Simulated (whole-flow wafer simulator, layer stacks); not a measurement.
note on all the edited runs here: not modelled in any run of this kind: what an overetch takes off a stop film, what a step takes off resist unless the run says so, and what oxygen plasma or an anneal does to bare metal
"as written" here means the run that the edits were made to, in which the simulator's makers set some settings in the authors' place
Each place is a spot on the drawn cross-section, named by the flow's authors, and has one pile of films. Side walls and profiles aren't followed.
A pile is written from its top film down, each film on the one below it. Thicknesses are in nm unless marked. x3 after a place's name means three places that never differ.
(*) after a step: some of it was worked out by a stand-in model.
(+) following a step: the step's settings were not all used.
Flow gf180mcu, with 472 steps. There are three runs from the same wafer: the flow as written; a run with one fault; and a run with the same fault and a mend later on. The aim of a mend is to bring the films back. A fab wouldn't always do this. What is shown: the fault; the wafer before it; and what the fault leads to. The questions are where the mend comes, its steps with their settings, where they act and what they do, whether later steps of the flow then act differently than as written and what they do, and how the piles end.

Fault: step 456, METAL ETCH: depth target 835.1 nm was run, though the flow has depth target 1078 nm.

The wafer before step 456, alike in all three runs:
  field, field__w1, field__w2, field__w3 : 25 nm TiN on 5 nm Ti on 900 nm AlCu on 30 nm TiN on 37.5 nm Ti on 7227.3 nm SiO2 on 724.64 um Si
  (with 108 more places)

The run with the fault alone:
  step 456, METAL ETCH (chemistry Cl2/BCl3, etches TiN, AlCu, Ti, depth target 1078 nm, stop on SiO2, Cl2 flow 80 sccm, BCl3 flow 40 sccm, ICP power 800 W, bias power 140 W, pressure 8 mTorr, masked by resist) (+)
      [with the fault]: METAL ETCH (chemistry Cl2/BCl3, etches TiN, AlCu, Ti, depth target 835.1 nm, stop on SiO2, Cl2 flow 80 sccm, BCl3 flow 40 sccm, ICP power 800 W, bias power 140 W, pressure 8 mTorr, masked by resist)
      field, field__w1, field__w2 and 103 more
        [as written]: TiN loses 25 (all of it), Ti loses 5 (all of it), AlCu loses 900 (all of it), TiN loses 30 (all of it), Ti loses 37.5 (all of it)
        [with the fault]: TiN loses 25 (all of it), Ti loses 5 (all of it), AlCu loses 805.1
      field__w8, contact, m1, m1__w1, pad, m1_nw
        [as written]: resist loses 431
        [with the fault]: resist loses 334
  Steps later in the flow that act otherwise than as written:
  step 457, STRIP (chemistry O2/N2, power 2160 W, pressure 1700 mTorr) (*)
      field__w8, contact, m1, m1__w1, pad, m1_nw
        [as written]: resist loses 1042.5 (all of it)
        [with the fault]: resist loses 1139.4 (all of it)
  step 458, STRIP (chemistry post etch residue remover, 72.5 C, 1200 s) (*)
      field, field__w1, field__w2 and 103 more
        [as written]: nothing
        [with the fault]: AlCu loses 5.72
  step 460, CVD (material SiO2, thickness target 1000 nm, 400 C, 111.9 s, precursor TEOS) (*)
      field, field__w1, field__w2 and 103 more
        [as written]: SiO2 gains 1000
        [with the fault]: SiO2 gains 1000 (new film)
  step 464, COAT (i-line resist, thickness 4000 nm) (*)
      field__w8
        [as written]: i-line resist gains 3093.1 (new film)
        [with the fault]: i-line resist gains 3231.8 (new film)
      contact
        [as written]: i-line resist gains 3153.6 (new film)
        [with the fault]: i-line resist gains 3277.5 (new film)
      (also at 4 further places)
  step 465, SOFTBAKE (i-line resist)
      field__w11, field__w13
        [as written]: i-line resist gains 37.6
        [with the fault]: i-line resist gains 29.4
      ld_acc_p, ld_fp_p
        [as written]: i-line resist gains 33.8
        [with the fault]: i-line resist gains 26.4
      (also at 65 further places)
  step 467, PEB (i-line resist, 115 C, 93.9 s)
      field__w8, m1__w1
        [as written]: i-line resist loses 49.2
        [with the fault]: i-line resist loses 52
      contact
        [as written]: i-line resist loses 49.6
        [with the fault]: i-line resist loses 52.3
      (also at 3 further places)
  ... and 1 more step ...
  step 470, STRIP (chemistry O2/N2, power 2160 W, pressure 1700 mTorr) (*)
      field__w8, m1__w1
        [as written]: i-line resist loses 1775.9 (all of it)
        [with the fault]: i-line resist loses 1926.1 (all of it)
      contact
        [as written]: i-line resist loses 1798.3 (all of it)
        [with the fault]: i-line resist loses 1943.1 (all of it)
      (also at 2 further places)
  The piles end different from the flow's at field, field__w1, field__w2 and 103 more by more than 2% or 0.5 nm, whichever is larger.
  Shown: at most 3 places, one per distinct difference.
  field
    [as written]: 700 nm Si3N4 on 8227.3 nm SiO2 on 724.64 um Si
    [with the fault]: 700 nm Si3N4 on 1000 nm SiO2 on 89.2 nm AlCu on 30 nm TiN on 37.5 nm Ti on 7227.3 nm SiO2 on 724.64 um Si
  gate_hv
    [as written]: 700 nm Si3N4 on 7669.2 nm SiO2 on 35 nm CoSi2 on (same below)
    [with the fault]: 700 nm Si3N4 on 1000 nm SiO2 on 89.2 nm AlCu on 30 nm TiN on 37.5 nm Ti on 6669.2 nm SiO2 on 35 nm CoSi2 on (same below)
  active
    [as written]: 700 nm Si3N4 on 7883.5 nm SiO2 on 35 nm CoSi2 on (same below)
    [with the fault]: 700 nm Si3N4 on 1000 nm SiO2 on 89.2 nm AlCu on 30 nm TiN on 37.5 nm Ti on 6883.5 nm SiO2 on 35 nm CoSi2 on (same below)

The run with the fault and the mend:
  The mend stands after step 456.
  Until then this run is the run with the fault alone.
  step 456a, METAL ETCH (chemistry Cl2/BCl3, etches TiN, AlCu, Ti, depth target 242.4 nm, stop on SiO2, Cl2 flow 80 sccm, BCl3 flow 40 sccm, ICP power 800 W, bias power 140 W, pressure 8 mTorr, masked by resist) (+) (the flow's step 456 again, with other settings)
      field, field__w1, field__w2 and 103 more
        AlCu loses 94.9 (all of it), TiN loses 30 (all of it), Ti loses 37.5 (all of it)
      field__w8, contact, m1, m1__w1, pad, m1_nw
        resist loses 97
  None of the later steps of the flow acts differently than as written at any place that is followed.
  By the end, the piles equal the flow's at every place that both follow.
